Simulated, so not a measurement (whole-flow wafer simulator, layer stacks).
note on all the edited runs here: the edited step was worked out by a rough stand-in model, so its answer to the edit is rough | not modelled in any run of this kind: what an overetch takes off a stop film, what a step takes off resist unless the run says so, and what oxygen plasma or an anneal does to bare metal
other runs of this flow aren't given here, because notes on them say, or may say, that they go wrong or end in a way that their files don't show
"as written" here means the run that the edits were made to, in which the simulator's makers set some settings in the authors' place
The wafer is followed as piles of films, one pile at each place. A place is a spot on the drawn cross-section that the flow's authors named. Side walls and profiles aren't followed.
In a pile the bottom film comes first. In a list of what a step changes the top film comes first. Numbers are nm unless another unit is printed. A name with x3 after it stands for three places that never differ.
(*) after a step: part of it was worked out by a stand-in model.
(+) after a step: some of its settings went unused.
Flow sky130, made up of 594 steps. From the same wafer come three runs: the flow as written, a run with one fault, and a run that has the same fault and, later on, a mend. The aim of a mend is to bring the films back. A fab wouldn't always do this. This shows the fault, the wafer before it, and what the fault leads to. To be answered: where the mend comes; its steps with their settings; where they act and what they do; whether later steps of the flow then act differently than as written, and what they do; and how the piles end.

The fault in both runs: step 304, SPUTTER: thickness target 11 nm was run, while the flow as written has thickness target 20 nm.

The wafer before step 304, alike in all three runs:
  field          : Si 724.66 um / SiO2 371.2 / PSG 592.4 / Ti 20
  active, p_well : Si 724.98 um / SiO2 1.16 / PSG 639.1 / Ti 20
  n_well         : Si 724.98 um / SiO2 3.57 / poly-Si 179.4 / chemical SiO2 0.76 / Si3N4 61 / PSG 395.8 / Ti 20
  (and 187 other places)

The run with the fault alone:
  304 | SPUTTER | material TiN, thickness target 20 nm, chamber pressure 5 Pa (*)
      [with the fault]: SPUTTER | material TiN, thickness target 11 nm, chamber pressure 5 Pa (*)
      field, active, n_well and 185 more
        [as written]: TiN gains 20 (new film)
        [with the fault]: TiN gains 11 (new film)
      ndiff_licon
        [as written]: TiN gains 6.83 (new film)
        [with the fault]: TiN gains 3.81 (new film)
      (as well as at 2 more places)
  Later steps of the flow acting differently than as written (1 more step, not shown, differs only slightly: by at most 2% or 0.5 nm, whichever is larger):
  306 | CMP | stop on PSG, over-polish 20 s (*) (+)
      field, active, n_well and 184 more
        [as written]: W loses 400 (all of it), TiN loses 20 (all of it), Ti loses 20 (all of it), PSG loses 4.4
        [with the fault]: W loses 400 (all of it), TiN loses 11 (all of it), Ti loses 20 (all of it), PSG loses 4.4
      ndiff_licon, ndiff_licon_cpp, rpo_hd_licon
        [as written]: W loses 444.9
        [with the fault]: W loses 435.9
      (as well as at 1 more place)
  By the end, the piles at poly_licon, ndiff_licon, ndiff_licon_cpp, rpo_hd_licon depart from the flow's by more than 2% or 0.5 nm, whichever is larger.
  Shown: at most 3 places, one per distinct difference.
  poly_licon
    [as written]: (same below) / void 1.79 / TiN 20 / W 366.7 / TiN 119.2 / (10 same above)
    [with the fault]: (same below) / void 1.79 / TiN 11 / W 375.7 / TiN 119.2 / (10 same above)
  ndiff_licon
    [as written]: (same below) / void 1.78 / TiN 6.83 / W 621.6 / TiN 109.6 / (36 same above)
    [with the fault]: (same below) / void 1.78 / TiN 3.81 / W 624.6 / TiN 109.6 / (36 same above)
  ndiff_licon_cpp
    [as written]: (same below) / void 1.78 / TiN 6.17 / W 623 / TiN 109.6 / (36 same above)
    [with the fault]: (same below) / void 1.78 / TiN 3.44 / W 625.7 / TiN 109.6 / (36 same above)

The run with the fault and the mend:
  The mend stands after step 304.
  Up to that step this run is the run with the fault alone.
  304a | SPUTTER | material TiN, thickness target 9 nm, chamber pressure 5 Pa (*) (the flow's step 304, run once more with other settings)
      field, active, n_well and 185 more
        TiN gains 9
      ndiff_licon
        TiN gains 3.02
      ndiff_licon_cpp
        TiN gains 2.73
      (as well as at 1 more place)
  Every later step of the flow that is run acts as written, at every place that is followed, to within 2% or 0.5 nm, whichever is larger.
  The piles end only slightly different from the flow's at the places that both follow, by no more than 2% or 0.5 nm, whichever is larger.
